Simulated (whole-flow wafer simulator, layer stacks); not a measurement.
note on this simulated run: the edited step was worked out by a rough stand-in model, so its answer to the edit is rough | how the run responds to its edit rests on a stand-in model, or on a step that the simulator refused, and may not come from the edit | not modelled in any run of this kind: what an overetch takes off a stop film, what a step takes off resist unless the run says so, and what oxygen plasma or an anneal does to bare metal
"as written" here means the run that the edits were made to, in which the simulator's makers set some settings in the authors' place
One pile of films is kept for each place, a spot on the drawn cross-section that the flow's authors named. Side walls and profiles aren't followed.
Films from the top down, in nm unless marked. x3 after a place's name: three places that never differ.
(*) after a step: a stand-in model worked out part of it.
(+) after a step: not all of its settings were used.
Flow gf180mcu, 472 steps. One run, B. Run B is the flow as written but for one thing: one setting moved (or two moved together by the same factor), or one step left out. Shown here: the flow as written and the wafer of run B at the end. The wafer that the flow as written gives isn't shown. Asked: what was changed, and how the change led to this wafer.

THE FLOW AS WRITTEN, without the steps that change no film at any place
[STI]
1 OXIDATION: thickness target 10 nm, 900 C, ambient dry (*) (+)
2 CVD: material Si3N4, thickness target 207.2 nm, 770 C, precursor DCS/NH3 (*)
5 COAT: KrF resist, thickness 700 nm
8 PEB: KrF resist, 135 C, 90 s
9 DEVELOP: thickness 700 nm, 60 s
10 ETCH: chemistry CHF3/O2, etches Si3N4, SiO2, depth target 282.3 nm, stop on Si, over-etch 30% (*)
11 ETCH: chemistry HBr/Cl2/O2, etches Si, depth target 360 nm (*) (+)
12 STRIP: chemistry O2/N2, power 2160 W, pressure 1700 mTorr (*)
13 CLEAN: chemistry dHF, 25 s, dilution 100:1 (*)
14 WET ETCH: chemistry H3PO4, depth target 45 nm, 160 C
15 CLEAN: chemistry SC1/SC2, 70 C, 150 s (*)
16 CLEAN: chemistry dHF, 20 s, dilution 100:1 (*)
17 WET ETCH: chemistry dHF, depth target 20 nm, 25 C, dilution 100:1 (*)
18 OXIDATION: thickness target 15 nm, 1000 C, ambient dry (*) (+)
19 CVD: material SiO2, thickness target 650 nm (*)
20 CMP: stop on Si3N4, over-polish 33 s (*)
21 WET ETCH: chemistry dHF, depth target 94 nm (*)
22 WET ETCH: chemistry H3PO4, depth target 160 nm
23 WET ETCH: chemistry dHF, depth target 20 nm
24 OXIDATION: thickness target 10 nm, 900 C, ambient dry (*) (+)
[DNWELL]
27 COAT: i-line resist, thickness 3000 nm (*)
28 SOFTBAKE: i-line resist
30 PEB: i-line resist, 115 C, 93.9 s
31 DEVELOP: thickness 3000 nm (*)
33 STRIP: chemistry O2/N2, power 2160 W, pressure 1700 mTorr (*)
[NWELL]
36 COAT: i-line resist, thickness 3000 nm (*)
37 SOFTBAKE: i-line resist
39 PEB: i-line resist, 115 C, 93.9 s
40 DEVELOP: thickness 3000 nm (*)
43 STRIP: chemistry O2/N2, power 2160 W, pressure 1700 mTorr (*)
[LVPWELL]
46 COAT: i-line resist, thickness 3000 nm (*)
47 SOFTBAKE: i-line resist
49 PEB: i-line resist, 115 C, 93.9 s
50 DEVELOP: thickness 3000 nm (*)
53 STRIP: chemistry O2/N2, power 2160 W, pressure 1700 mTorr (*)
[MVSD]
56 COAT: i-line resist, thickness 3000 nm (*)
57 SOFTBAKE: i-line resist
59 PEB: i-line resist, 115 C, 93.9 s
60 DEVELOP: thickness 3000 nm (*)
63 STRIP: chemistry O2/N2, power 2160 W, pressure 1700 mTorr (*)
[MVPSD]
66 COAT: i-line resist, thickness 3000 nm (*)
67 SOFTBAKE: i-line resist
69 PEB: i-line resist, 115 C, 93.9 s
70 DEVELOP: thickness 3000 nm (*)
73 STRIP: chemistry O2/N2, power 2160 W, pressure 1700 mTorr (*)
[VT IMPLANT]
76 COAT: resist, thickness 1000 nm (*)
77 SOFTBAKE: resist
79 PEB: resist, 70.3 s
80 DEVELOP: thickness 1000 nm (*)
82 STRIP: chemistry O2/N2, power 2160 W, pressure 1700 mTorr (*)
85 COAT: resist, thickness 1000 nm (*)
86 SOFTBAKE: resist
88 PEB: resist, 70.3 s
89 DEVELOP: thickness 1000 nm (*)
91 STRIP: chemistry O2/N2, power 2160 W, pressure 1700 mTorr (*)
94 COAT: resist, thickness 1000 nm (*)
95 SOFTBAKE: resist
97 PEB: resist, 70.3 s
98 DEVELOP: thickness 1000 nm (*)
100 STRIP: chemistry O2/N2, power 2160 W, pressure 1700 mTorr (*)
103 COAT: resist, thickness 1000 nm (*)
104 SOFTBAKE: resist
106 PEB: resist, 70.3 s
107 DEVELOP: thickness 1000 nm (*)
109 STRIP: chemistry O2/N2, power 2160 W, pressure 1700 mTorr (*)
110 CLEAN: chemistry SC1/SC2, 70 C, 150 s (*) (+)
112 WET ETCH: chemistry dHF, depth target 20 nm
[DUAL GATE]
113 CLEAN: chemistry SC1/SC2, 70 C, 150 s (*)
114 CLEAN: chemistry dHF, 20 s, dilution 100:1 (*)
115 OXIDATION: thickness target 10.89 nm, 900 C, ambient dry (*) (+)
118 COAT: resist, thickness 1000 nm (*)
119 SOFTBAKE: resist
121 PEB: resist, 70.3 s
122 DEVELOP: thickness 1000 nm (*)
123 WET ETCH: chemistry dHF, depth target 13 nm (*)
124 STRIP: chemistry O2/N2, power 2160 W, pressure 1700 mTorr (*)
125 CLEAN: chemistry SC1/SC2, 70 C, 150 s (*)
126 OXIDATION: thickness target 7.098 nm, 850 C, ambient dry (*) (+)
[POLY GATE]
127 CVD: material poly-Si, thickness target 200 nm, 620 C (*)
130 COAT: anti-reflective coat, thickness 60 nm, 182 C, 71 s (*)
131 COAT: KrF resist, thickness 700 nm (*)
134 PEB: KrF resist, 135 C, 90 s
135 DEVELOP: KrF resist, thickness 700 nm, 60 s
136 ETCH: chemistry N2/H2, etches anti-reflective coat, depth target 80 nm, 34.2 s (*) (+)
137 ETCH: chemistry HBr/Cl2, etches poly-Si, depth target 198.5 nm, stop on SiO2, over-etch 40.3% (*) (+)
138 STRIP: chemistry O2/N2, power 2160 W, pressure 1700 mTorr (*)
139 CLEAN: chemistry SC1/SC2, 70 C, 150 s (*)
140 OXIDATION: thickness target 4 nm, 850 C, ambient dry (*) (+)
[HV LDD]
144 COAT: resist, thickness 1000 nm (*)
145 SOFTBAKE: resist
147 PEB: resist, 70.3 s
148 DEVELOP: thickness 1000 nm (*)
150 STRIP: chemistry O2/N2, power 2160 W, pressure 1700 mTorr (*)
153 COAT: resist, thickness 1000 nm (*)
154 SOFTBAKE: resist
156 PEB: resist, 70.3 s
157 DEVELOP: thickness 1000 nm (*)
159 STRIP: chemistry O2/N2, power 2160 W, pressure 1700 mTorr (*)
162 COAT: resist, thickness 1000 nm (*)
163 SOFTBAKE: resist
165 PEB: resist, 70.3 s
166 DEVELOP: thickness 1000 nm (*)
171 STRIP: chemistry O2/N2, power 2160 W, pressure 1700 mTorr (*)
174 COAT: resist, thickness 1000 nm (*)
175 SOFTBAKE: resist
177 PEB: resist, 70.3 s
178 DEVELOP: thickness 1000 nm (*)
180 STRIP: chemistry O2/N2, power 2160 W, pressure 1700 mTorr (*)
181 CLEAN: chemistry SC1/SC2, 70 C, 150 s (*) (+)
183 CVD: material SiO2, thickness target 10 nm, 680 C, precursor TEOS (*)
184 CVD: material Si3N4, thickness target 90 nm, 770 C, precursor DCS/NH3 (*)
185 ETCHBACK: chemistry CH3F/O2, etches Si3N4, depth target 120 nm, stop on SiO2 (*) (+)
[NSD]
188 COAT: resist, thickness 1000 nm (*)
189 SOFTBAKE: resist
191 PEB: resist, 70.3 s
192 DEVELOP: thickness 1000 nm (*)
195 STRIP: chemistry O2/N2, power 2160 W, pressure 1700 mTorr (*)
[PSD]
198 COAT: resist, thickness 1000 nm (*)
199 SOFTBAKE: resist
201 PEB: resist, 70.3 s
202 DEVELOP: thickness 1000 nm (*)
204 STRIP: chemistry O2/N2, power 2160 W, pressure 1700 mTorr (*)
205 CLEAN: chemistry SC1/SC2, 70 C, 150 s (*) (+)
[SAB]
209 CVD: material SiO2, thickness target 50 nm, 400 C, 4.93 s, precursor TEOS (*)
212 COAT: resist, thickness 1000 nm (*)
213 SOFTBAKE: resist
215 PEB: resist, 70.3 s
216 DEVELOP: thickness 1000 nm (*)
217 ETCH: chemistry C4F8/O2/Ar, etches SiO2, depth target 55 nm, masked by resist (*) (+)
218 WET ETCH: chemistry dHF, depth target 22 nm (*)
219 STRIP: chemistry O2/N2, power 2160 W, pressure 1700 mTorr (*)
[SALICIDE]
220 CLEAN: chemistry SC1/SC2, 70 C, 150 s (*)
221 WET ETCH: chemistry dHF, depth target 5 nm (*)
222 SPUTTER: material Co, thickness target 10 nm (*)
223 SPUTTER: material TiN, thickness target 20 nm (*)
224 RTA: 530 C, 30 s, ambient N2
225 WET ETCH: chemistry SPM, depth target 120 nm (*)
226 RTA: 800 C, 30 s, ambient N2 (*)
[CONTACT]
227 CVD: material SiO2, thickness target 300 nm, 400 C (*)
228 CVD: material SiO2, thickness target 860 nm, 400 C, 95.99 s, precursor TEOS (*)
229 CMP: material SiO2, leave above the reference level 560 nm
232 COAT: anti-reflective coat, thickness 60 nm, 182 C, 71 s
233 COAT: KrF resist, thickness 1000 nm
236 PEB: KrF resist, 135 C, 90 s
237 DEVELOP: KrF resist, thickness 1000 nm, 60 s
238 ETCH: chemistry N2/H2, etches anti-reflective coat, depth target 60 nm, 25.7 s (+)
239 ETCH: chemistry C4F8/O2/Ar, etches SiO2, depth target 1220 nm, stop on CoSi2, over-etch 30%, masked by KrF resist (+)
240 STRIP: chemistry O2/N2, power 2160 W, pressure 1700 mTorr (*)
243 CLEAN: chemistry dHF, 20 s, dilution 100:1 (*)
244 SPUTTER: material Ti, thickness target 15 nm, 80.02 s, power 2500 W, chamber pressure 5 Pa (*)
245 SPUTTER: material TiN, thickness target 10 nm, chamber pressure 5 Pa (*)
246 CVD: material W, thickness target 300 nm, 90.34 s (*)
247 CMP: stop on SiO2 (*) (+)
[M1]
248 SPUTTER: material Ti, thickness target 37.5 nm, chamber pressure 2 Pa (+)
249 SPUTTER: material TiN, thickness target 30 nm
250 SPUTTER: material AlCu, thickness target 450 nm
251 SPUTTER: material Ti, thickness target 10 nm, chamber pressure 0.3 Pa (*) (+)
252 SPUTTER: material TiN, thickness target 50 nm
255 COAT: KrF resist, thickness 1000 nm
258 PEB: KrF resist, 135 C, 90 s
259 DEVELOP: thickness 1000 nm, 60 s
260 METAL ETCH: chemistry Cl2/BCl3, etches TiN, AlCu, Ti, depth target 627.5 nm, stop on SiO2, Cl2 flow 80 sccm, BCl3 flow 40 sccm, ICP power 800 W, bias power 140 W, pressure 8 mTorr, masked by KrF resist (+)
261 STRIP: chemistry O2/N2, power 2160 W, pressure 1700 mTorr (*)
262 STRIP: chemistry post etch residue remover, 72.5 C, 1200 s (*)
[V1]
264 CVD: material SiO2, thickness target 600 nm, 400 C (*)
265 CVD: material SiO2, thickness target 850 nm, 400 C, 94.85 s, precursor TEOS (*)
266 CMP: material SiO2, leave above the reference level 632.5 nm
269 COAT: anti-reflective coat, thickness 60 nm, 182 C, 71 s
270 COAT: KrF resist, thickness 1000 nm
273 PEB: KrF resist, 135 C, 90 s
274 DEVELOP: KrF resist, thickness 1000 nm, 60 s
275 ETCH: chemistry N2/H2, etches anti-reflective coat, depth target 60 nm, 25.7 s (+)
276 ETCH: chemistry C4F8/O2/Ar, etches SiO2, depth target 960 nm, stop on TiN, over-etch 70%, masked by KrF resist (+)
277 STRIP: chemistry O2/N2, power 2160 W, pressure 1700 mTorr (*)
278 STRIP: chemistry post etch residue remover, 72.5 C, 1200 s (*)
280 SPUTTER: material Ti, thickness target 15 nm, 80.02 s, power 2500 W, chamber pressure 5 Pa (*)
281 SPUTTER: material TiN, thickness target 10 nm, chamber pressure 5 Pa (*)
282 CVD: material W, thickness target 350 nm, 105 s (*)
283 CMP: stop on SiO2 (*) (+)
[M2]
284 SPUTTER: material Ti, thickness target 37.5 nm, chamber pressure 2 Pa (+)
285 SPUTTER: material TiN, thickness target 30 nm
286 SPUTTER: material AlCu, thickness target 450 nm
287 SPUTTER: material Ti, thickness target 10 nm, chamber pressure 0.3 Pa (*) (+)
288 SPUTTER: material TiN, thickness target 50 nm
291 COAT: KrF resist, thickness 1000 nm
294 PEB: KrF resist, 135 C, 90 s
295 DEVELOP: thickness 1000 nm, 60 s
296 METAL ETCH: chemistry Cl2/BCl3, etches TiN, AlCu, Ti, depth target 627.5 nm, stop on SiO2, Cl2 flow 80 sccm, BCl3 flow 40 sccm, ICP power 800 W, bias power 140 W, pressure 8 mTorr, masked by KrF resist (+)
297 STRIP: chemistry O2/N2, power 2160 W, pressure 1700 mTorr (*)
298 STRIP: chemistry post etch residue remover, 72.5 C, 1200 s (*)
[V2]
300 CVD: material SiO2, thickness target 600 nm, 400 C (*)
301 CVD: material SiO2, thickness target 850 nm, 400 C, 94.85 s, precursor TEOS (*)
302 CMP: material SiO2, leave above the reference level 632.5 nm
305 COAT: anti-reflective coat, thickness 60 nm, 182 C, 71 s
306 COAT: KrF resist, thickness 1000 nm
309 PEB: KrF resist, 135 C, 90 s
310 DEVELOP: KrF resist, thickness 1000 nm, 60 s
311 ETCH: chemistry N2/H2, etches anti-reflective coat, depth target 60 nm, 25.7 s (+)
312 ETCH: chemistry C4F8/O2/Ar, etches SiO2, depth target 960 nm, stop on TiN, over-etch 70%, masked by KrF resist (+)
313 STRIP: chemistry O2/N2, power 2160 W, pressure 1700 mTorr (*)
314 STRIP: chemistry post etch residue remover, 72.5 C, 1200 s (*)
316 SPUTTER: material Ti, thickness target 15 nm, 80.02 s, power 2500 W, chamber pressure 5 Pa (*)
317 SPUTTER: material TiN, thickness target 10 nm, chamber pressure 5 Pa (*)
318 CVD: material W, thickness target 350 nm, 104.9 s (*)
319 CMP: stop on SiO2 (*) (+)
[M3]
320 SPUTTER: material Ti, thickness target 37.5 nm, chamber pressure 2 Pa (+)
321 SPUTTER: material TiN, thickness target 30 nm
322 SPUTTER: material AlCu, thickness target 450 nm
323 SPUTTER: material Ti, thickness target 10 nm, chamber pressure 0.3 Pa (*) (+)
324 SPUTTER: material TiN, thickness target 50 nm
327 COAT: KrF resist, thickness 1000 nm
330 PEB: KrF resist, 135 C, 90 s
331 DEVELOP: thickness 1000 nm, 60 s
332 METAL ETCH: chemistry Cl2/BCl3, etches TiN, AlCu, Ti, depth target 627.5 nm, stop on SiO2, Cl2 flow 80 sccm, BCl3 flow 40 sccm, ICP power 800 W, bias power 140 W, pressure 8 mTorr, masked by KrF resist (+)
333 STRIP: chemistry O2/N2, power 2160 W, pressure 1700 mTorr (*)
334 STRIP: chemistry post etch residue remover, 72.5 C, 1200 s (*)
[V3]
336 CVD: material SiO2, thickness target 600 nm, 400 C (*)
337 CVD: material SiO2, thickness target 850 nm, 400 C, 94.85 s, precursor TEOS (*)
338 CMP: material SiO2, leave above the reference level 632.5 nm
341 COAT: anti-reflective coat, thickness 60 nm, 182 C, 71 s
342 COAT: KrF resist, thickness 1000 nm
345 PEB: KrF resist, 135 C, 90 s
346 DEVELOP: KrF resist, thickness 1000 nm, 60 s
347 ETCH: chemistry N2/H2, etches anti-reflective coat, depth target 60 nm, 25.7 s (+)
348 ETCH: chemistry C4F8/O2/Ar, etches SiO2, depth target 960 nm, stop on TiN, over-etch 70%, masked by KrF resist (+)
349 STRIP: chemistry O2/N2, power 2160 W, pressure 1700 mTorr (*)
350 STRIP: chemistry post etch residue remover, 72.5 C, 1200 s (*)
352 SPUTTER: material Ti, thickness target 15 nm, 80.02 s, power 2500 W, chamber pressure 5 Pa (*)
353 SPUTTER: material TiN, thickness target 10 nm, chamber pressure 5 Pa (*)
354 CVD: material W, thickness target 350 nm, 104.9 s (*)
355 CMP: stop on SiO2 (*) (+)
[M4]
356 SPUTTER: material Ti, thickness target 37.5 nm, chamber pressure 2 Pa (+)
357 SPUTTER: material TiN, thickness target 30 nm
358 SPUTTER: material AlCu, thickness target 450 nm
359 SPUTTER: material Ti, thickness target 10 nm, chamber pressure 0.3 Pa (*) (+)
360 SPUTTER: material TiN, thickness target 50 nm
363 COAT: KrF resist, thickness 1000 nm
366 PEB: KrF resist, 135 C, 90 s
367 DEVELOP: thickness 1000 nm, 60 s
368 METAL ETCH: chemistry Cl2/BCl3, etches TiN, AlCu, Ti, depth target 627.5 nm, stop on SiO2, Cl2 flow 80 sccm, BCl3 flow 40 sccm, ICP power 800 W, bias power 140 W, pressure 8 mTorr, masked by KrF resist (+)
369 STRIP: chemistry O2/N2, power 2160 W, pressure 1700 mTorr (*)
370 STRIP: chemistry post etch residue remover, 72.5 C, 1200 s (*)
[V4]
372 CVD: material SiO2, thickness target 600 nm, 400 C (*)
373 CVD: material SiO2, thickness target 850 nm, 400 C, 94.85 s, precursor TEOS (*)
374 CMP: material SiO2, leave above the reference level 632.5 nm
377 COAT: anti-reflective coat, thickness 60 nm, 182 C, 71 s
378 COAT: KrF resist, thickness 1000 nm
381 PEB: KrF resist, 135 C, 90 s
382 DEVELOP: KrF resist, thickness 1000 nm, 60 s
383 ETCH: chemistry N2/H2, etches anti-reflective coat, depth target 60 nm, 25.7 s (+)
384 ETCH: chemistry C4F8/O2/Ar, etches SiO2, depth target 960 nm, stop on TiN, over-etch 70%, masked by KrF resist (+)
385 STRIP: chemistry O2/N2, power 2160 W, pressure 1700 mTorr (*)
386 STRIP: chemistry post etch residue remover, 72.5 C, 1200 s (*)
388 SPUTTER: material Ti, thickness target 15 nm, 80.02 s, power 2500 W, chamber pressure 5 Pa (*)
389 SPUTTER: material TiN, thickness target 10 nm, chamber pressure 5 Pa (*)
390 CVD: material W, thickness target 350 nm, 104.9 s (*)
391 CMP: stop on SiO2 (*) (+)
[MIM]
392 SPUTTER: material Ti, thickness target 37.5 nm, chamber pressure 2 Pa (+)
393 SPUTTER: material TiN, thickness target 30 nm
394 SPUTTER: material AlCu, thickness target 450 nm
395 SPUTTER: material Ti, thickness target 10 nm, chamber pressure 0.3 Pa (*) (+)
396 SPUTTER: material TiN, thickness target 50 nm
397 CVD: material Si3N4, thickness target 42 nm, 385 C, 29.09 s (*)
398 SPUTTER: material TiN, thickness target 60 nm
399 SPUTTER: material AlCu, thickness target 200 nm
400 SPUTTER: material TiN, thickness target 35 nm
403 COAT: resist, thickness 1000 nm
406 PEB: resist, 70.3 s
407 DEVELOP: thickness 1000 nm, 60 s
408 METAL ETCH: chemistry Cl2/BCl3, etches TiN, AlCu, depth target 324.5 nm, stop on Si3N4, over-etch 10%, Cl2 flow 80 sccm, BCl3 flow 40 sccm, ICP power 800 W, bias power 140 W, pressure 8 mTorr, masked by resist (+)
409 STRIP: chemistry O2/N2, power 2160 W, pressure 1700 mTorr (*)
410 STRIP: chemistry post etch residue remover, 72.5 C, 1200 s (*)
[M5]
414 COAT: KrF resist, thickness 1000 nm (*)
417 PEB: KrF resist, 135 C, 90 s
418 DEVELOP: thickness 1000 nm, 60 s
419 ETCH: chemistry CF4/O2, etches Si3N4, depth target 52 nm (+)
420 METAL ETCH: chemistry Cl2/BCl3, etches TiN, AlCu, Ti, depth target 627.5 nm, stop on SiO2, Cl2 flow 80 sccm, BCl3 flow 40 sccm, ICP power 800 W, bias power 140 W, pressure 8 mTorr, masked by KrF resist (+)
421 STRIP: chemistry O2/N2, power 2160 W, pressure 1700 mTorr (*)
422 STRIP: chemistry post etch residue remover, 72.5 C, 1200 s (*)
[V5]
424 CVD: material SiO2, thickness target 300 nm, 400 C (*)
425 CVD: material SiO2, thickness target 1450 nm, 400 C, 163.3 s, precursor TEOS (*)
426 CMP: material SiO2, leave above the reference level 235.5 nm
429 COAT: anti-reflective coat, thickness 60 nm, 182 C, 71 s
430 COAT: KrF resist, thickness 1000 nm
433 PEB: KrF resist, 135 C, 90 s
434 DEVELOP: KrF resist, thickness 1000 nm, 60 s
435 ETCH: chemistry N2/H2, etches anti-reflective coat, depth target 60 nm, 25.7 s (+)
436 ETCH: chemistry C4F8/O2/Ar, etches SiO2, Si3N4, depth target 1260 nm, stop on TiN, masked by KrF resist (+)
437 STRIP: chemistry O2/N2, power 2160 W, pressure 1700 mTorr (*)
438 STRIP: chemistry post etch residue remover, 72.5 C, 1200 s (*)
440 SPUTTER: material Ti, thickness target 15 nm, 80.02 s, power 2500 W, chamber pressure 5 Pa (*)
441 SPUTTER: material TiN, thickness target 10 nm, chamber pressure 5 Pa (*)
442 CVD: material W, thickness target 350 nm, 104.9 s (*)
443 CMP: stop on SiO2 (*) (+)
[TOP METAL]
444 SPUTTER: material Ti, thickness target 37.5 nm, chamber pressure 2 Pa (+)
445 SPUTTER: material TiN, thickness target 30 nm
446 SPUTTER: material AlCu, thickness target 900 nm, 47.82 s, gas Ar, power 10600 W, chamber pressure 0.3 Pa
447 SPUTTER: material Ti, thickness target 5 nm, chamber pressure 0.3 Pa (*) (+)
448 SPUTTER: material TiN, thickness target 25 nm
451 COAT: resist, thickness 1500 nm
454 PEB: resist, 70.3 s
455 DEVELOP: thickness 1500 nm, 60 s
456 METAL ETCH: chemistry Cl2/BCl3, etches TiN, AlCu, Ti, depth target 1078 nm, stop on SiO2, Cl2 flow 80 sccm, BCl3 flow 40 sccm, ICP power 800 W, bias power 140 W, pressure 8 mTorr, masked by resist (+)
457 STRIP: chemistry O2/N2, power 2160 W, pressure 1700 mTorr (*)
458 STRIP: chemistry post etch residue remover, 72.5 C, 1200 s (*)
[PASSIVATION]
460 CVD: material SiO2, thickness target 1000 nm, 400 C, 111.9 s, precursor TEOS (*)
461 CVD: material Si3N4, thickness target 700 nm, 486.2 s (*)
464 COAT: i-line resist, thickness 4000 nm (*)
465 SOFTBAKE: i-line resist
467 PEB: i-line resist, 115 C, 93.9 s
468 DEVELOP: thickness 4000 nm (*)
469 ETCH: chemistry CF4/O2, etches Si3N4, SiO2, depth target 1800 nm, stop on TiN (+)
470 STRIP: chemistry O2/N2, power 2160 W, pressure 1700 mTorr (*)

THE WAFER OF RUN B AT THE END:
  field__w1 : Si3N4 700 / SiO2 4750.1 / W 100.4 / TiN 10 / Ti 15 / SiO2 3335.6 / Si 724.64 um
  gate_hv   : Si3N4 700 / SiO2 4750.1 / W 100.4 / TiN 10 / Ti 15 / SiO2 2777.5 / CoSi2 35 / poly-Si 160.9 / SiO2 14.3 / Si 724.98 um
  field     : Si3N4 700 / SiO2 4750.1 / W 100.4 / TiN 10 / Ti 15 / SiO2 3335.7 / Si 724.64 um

The cause: step 301, CVD: thickness target 382 nm was run, where the flow has thickness target 850 nm; step 301, CVD: 42.68 s was run, where the flow has 94.85 s.

How the change led to this, step by step:
  301 CVD: material SiO2, thickness target 850 nm, 400 C, 94.85 s, precursor TEOS (*)
      field, field__w1, field__w2 and 108 more: SiO2 +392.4 (as written it would be: SiO2 +850)
  302 CMP: material SiO2, leave above the reference level 632.5 nm
      field, field__w1, field__w2 and 103 more: nothing (as written it would be: SiO2 -300)
      field__w8, contact, m1, m1__w1, m1_nw: SiO2 -419.5 (as written it would be: SiO2 -877.1)
  305 COAT: anti-reflective coat, thickness 60 nm, 182 C, 71 s
      field: anti-reflective coat +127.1 (new film) (as written it would be: anti-reflective coat +60 (new film))
      field__w1: anti-reflective coat +88.2 (new film) (as written it would be: anti-reflective coat +60 (new film))
      (and at 20 more places)
  306 COAT: KrF resist, thickness 1000 nm
      field: KrF resist +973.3 (new film) (as written it would be: KrF resist +1000 (new film))
      field__w1: KrF resist +974.8 (new film) (as written it would be: KrF resist +1000 (new film))
      (and at 13 more places)
  309 PEB: KrF resist, 135 C, 90 s
      polyc_n, polyc_n_rim: KrF resist -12 (as written it would be: KrF resist -10.5)
      contact: KrF resist -9.22 (as written it would be: KrF resist -10.5)
      (and at 6 more places)
  310 DEVELOP: KrF resist, thickness 1000 nm, 60 s
      contact: KrF resist -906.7 (all of it) (as written it would be: KrF resist -989.5 (all of it))
  311 ETCH: chemistry N2/H2, etches anti-reflective coat, depth target 60 nm, 25.7 s (+)
      contact: anti-reflective coat -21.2 (all of it), SiO2 -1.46 (as written it would be: anti-reflective coat -60 (all of it), SiO2 -0.46)
  313 STRIP: chemistry O2/N2, power 2160 W, pressure 1700 mTorr (*)
      field: KrF resist -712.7 (all of it), anti-reflective coat -127.1 (all of it) (as written it would be: KrF resist -739.2 (all of it), anti-reflective coat -60 (all of it))
      field__w1: KrF resist -714.2 (all of it), anti-reflective coat -88.2 (all of it) (as written it would be: KrF resist -739.2 (all of it), anti-reflective coat -60 (all of it))
      (and at 19 more places)
  316 SPUTTER: material Ti, thickness target 15 nm, 80.02 s, power 2500 W, chamber pressure 5 Pa (*)
      contact: Ti +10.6 (new film) (as written it would be: Ti +9.65 (new film))
  317 SPUTTER: material TiN, thickness target 10 nm, chamber pressure 5 Pa (*)
      contact: TiN +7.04 (new film) (as written it would be: TiN +6.4 (new film))
  318 CVD: material W, thickness target 350 nm, 104.9 s (*)
      contact: W +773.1 (new film) (as written it would be: W +932.3 (new film))
  319 CMP: stop on SiO2 (*) (+)
      field, field__w1, field__w2 and 103 more: W -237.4 (as written it would be: W -350 (all of it), TiN -10 (all of it), Ti -15 (all of it), SiO2 -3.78)
      field__w8, m1, m1__w1, m1_nw: W -350 (all of it), TiN -10 (all of it), Ti -15 (all of it), SiO2 -20 (as written it would be: W -350 (all of it), TiN -10 (all of it), Ti -15 (all of it), SiO2 -3.78)
      (and at 1 more place)
  332 METAL ETCH: chemistry Cl2/BCl3, etches TiN, AlCu, Ti, depth target 627.5 nm, stop on SiO2, Cl2 flow 80 sccm, BCl3 flow 40 sccm, ICP power 800 W, bias power 140 W, pressure 8 mTorr, masked by KrF resist (+)
      field, field__w1, field__w2 and 103 more: TiN -50 (all of it), Ti -10 (all of it), AlCu -450 (all of it), TiN -30 (all of it), Ti -37.5 (all of it), W -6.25 (as written it would be: TiN -50 (all of it), Ti -10 (all of it), AlCu -450 (all of it), TiN -30 (all of it), Ti -37.5 (all of it))
  334 STRIP: chemistry post etch residue remover, 72.5 C, 1200 s (*)
      field, field__w1, field__w2 and 103 more: W -6.01 (as written it would be: nothing)
  336 CVD: material SiO2, thickness target 600 nm, 400 C (*)
      field, field__w1, field__w2 and 103 more: SiO2 +600 (new film) (as written it would be: SiO2 +600)
  338 CMP: material SiO2, leave above the reference level 632.5 nm
      field, field__w1, field__w2 and 103 more: SiO2 -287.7 (as written it would be: SiO2 -300)
Counting metal films that touch as one body, field__w1 has 1 body; the flow as written gives 0 bodies.
Counting metal films that touch as one body, gate_hv has 2 bodies (between them, from the top down: SiO2 2777.5); the flow as written gives 1 body.
Counting metal films that touch as one body, field has 1 body; the flow as written gives 0 bodies.
